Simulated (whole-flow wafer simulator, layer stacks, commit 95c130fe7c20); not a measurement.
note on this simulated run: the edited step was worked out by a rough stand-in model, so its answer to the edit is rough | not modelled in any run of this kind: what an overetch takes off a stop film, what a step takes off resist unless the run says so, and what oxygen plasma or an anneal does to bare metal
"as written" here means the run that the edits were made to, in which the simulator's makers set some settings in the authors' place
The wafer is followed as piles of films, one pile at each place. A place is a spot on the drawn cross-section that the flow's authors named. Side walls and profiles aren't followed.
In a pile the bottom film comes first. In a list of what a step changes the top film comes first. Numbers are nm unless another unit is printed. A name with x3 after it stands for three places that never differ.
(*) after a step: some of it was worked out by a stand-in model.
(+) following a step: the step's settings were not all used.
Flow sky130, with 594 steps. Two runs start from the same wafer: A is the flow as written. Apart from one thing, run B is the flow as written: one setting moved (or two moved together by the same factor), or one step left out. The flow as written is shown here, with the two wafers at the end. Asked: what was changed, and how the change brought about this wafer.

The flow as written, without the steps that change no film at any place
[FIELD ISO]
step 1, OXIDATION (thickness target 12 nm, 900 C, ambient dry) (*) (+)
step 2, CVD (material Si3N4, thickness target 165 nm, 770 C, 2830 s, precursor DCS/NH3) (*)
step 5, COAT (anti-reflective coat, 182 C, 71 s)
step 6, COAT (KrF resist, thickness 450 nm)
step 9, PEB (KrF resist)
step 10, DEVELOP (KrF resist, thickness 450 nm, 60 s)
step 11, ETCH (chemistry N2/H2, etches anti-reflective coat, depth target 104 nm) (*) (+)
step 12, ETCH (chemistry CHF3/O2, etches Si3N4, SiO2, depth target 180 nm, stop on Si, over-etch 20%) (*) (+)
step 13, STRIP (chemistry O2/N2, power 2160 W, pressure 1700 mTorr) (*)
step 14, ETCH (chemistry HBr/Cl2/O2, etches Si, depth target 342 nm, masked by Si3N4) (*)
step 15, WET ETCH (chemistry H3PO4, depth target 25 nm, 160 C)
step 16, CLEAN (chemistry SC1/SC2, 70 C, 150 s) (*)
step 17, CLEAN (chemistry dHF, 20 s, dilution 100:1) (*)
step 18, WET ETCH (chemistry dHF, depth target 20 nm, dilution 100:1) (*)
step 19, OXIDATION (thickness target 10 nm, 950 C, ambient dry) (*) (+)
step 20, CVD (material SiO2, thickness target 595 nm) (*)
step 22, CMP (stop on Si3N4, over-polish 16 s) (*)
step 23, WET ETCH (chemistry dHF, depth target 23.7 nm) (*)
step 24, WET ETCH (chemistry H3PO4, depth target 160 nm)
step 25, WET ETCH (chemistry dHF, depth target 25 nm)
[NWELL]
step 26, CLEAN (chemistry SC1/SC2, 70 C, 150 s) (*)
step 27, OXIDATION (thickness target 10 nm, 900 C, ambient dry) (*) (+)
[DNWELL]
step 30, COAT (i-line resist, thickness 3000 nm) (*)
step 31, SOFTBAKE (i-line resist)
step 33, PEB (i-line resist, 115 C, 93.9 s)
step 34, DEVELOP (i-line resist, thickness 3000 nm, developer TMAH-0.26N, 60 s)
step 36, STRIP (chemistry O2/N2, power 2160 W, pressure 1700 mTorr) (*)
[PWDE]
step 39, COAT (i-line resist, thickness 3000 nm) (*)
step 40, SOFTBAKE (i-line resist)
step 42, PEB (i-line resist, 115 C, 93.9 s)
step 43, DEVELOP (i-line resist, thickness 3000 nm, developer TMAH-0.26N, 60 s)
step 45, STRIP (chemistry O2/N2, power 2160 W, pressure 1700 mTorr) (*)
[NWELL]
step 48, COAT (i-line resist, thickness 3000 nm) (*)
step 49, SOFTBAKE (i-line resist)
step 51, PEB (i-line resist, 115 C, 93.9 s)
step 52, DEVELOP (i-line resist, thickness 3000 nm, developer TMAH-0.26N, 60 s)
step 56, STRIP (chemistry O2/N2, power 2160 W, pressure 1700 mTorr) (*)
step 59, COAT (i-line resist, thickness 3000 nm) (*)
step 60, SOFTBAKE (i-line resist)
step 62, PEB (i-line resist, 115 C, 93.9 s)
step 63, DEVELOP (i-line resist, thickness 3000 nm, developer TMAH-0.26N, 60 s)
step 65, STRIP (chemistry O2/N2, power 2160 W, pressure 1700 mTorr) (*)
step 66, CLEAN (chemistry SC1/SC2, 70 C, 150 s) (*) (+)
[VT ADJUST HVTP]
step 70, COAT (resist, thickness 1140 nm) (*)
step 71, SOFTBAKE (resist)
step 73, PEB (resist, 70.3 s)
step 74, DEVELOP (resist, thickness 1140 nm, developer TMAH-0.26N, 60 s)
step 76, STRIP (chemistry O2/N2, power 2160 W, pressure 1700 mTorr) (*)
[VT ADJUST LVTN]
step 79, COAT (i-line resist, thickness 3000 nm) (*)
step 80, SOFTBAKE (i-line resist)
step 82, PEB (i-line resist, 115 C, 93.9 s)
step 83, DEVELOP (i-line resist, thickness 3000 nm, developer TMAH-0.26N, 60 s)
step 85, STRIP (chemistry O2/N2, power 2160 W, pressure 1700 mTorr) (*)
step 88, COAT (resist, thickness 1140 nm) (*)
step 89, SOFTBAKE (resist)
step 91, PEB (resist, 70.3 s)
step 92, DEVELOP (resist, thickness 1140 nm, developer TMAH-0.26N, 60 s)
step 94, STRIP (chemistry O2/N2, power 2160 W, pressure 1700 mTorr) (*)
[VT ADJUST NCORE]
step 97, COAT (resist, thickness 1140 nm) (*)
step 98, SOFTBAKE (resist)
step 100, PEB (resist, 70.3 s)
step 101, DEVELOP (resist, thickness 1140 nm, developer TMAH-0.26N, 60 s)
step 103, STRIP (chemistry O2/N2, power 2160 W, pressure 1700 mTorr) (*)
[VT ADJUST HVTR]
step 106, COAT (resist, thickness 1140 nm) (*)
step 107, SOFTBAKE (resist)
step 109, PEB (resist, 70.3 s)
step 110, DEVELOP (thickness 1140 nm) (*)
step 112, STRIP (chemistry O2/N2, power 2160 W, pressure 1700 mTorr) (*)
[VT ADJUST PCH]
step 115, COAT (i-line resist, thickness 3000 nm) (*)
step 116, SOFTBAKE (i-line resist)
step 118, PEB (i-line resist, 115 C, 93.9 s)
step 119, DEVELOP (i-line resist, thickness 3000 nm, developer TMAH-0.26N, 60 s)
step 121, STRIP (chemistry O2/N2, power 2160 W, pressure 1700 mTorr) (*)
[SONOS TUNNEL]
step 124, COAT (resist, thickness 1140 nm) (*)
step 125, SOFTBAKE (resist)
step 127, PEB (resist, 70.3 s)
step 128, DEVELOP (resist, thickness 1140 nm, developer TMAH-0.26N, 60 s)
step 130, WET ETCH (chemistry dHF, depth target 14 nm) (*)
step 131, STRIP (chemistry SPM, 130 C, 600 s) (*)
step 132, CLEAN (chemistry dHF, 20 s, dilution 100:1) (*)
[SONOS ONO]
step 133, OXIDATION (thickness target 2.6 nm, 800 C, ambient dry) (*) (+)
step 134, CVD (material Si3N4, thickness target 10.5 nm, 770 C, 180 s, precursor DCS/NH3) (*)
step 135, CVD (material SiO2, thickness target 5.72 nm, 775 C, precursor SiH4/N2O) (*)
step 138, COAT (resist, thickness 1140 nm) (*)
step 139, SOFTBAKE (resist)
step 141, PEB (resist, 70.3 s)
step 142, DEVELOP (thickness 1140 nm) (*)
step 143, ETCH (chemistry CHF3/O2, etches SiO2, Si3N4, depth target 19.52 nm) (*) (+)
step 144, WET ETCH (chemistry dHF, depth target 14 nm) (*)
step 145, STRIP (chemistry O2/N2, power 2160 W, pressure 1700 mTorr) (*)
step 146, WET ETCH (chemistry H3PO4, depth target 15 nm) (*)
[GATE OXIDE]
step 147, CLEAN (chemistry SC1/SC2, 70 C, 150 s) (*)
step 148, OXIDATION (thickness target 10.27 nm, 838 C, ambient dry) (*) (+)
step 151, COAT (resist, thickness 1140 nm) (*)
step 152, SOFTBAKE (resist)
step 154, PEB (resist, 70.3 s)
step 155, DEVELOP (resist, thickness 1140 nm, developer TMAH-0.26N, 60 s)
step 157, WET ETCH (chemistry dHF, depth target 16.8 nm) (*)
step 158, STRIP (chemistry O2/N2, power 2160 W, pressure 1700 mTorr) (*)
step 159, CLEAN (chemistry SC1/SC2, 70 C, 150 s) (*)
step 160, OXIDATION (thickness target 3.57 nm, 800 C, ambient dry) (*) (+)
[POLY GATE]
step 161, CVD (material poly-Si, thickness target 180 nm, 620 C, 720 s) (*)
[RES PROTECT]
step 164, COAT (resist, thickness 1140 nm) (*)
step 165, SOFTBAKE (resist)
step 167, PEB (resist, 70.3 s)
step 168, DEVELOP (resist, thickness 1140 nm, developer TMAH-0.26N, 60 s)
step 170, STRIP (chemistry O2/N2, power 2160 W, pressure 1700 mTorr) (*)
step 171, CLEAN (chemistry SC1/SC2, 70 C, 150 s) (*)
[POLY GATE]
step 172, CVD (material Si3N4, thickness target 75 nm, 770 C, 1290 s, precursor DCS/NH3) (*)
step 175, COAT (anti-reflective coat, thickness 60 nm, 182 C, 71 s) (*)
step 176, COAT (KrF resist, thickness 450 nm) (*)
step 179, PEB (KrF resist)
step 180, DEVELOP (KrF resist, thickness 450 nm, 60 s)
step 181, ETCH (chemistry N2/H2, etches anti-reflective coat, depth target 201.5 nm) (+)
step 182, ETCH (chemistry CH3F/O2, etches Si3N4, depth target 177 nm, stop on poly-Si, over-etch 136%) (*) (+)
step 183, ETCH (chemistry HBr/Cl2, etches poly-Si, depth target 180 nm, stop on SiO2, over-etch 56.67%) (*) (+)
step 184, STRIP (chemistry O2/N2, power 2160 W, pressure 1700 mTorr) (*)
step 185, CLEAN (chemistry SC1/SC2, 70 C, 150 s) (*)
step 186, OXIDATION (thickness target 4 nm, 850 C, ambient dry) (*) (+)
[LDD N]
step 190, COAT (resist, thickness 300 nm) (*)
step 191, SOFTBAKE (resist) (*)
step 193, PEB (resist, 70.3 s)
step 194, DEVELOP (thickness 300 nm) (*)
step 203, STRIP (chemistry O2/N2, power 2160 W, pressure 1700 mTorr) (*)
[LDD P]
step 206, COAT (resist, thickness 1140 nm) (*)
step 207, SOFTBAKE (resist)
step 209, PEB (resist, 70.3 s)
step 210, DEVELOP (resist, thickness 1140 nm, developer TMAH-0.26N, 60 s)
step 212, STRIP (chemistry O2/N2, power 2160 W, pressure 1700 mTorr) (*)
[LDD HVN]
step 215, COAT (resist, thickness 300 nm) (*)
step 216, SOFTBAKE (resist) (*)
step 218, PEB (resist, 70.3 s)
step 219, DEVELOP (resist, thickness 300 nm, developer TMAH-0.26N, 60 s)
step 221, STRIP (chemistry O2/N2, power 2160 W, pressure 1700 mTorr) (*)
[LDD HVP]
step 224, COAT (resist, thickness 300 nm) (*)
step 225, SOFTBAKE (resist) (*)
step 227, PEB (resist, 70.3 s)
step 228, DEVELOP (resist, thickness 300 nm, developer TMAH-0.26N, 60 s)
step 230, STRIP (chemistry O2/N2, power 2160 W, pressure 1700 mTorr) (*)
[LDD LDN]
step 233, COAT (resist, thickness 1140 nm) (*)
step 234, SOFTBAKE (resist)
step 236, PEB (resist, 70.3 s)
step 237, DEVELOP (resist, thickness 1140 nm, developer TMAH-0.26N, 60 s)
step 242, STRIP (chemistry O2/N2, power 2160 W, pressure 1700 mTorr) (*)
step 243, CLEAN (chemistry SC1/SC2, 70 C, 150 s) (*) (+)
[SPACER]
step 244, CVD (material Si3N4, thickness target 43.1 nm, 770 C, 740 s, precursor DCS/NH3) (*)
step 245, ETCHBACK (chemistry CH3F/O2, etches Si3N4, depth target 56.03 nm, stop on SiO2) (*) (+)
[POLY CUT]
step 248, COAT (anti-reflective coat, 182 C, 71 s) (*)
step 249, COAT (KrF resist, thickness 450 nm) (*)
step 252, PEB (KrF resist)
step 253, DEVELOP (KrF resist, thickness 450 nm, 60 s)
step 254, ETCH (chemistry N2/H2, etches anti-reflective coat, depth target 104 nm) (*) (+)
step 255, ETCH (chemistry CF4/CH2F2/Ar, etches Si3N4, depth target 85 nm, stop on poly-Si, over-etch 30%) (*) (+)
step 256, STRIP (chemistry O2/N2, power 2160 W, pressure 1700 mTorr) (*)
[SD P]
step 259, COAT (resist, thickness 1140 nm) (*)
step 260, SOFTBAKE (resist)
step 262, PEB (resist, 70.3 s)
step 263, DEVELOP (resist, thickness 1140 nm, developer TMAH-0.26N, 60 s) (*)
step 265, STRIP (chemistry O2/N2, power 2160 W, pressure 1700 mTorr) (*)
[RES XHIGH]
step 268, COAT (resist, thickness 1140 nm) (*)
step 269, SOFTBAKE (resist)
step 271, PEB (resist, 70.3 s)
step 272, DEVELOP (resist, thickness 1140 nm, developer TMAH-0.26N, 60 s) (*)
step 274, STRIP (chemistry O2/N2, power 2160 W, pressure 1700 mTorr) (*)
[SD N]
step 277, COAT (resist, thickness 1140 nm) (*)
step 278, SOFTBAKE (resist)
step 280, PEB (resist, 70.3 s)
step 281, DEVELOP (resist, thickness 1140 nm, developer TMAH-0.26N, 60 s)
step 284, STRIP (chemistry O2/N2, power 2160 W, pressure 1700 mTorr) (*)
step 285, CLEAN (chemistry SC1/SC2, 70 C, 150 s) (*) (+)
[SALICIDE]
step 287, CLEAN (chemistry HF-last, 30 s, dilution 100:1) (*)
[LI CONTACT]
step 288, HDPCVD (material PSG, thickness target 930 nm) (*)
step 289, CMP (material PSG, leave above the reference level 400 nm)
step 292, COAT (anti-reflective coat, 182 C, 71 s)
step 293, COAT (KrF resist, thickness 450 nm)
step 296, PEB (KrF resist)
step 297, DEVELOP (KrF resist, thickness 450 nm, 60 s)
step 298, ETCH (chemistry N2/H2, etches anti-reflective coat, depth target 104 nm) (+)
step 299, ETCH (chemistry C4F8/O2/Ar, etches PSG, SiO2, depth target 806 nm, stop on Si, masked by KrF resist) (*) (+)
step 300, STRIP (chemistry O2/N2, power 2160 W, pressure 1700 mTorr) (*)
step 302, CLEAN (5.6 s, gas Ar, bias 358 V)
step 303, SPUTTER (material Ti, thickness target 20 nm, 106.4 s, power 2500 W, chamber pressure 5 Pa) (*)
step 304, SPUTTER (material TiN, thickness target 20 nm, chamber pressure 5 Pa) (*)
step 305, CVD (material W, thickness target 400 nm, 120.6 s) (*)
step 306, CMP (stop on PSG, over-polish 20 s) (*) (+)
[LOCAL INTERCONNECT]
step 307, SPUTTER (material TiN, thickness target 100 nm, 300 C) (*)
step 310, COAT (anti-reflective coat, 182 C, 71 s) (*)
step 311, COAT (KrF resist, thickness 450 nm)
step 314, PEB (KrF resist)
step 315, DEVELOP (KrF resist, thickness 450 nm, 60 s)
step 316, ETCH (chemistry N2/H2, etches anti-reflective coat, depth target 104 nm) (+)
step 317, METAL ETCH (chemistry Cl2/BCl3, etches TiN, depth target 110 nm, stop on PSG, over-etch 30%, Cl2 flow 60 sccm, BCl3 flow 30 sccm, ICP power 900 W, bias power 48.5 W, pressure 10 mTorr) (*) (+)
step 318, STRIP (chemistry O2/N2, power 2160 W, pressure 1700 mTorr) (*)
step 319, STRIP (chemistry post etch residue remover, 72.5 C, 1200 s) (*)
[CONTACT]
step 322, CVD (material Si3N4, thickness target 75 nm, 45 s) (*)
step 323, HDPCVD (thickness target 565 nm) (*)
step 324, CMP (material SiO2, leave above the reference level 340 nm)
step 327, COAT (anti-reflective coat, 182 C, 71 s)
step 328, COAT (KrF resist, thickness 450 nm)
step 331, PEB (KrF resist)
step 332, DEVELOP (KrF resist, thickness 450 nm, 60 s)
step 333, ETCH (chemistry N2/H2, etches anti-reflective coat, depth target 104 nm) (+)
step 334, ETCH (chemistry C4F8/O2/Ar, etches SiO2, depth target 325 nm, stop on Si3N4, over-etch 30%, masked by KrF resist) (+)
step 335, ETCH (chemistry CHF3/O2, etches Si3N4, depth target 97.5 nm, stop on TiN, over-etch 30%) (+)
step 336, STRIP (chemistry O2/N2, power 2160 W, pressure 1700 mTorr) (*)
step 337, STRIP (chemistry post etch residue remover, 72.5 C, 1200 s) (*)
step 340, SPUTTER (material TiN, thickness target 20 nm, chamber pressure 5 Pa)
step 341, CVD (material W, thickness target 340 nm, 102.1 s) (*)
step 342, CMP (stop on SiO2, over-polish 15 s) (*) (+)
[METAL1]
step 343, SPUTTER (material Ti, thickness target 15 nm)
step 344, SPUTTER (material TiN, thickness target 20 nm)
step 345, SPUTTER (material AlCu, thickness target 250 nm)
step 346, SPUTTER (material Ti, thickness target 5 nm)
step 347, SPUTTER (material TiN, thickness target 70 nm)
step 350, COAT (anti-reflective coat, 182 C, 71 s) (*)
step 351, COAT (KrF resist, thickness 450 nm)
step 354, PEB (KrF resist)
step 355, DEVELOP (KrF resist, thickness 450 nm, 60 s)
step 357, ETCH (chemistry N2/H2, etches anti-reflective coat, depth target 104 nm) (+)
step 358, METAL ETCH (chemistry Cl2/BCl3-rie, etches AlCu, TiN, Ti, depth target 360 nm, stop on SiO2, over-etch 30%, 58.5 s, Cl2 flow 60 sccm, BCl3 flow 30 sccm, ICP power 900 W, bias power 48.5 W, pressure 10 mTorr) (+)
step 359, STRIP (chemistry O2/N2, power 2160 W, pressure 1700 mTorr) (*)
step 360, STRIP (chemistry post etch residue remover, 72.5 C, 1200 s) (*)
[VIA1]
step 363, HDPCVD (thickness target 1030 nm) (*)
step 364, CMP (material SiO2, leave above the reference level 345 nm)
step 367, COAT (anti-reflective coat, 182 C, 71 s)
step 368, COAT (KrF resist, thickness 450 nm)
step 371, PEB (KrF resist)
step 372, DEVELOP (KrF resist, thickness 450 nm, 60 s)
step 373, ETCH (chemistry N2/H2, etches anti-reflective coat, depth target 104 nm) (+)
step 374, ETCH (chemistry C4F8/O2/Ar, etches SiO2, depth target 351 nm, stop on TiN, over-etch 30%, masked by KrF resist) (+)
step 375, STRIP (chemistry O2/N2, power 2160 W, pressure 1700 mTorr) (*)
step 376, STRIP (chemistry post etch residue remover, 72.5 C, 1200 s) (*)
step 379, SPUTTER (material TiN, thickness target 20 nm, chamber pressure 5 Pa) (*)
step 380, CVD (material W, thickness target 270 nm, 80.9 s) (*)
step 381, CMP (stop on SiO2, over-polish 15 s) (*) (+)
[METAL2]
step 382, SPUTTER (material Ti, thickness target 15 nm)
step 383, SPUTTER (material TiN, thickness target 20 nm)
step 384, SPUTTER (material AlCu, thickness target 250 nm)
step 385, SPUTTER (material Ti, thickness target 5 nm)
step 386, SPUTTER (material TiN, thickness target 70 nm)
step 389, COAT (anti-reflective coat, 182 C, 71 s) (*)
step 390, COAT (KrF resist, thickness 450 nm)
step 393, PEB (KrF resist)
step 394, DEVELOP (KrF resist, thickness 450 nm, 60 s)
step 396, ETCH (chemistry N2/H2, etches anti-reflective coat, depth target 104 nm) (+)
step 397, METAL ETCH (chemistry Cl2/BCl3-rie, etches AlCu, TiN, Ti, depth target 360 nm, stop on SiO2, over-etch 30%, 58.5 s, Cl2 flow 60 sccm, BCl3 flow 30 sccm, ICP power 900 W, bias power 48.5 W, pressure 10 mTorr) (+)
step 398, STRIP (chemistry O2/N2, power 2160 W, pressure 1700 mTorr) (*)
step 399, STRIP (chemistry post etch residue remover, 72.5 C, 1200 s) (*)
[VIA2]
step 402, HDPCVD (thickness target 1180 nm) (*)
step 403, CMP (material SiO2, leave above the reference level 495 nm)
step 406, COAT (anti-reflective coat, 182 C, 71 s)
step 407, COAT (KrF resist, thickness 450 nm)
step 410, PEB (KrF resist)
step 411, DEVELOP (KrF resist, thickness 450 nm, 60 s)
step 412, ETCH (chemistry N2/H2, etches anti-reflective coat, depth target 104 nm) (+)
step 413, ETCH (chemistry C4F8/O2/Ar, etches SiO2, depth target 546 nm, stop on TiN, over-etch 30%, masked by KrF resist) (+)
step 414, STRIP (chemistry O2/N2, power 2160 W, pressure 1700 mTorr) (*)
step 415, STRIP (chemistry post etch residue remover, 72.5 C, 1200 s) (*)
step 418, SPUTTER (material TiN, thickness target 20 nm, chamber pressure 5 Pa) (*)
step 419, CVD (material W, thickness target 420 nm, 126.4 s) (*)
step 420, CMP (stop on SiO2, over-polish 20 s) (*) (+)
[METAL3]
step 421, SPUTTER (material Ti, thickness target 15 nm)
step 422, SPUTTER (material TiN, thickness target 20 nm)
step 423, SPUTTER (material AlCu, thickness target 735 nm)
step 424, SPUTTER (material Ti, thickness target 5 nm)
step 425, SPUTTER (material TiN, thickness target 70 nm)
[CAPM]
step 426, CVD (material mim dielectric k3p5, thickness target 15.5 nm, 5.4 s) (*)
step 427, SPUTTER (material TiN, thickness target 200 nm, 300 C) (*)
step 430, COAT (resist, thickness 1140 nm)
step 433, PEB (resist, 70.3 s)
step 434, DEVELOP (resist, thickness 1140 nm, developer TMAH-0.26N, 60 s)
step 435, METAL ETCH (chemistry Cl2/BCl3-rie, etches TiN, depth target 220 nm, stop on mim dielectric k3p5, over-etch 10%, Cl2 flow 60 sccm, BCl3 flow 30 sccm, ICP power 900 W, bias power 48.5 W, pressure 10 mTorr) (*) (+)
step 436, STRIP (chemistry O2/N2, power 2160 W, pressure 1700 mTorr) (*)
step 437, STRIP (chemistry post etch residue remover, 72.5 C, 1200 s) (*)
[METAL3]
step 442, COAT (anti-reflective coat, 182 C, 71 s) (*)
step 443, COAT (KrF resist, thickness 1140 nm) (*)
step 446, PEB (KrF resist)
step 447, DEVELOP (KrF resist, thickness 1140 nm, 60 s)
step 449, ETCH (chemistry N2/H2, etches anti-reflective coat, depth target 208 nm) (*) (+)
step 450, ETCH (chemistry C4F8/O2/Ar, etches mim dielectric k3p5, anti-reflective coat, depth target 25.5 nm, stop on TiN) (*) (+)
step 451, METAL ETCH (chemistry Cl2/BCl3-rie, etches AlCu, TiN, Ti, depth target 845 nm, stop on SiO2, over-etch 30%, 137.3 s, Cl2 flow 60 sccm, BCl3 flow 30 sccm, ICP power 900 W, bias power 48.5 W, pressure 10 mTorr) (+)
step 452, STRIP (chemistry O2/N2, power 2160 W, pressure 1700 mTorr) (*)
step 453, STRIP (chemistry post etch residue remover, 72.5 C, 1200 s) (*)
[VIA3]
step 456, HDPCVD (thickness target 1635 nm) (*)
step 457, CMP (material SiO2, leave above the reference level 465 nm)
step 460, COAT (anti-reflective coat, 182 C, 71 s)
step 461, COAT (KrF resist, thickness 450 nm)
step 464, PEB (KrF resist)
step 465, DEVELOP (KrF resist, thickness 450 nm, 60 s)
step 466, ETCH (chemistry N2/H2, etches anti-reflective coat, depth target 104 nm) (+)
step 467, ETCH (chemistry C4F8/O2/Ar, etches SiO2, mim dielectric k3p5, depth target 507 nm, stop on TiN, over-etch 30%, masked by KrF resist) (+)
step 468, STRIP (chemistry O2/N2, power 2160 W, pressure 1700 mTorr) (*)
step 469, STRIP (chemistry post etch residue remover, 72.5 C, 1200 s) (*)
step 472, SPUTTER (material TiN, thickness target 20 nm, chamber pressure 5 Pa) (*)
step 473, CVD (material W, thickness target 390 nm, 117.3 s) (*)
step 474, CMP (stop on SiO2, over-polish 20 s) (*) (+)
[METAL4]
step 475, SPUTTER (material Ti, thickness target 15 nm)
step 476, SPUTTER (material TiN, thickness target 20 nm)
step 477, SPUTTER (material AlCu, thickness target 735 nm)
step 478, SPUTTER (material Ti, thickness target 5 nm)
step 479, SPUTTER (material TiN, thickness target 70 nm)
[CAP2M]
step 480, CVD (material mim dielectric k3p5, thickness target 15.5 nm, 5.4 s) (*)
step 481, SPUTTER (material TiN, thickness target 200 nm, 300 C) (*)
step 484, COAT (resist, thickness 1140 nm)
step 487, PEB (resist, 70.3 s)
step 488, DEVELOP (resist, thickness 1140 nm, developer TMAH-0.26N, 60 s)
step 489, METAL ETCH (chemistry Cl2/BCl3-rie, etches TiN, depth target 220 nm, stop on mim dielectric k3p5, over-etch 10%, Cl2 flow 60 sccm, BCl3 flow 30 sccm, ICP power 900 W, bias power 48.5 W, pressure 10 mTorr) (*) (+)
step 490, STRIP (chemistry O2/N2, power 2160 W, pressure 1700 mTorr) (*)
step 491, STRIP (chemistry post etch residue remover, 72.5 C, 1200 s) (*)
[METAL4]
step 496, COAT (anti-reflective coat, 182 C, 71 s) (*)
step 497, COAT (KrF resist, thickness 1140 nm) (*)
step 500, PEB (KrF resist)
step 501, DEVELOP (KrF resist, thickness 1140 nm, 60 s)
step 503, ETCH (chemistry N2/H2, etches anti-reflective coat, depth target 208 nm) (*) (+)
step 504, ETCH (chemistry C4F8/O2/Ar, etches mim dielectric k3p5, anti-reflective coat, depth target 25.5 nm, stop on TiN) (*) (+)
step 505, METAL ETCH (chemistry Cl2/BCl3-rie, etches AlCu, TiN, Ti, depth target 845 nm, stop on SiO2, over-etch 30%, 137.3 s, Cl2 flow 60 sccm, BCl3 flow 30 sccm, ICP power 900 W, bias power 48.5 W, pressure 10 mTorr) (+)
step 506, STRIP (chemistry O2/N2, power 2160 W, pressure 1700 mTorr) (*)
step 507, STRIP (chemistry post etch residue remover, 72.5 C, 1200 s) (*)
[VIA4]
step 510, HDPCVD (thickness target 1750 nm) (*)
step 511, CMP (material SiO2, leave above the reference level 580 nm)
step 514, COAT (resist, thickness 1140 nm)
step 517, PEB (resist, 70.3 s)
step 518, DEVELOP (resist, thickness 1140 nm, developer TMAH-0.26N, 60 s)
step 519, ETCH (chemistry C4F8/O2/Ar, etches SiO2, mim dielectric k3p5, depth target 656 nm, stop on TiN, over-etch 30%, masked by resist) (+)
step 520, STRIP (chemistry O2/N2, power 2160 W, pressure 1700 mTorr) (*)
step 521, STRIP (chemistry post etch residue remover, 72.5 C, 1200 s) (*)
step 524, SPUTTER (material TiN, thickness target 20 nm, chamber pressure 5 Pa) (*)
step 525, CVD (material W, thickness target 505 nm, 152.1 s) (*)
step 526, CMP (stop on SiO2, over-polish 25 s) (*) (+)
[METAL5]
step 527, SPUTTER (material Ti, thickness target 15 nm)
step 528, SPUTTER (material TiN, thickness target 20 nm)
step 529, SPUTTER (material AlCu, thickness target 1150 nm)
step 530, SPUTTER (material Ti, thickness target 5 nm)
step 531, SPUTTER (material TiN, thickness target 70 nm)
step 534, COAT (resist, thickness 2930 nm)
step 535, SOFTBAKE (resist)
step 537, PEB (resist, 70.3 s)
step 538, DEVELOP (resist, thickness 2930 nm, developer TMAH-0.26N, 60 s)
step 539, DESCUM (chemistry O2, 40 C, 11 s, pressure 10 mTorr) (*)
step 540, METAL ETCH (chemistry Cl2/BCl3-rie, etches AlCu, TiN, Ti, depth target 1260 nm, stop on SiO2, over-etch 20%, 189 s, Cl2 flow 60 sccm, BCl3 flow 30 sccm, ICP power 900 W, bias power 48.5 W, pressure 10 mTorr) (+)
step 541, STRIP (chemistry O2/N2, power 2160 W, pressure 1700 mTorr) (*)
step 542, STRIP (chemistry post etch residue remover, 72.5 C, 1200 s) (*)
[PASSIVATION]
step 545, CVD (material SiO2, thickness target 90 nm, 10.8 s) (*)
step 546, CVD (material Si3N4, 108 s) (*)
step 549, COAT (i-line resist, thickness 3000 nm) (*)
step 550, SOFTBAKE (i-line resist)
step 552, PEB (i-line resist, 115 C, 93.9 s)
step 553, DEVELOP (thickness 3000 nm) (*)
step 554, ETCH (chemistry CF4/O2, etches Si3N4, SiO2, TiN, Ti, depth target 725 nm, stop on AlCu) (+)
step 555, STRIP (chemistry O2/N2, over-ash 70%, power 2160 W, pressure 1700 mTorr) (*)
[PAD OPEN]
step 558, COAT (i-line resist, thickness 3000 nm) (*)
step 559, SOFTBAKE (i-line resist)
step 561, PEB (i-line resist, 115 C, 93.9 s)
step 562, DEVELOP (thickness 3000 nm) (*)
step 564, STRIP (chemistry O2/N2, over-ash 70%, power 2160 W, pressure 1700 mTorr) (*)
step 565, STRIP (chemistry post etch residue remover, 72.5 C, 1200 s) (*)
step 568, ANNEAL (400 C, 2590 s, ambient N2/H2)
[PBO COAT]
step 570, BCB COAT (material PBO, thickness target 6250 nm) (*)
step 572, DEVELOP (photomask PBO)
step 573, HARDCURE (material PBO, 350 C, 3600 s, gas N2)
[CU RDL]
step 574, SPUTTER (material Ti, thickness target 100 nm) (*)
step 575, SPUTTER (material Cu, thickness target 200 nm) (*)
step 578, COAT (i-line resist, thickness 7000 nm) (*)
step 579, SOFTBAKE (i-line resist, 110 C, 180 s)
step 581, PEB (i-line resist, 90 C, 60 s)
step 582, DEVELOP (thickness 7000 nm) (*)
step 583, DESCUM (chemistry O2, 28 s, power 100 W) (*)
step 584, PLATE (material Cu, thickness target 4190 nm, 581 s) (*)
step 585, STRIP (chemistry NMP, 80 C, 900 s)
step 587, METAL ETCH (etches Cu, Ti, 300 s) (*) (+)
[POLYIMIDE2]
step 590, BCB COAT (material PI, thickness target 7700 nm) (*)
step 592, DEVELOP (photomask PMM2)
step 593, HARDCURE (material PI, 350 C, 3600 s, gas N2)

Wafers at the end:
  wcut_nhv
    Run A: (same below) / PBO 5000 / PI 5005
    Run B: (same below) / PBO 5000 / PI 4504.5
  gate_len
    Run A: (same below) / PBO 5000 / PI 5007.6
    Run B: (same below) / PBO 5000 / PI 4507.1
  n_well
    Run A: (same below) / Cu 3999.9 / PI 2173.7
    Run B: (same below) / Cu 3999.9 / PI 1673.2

The reason: step 590, BCB COAT: thickness target 6930 nm was run, whereas the flow has thickness target 7700 nm.

Step by step, how the change led to this:
  step 590, BCB COAT (material PI, thickness target 7700 nm) (*)
      dice_street, wcut_nhv, wcut_phv and 14 more: A PI gains 7700 (new film) | B PI gains 6930 (new film)
      gate_len, gate_lvt_sd_len, gate_p_sd_len, gate_p_hvt_sd_len, gate_p_lvt_sd_len, gate_len_250: A PI gains 7702.6 (new film) | B PI gains 6932.6 (new film)
      (also at 170 further places)
  step 592, DEVELOP (photomask PMM2)
      pad: A PI loses 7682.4 (all of it) | B PI loses 6912.4 (all of it)
  step 593, HARDCURE (material PI, 350 C, 3600 s, gas N2)
      dice_street, wcut_nhv, wcut_phv and 25 more: A PI loses 2695 | B PI loses 2425.5
      n_well, p_well, sd_n, sd_p: A PI loses 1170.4 | B PI loses 900.9
      (also at 160 further places)
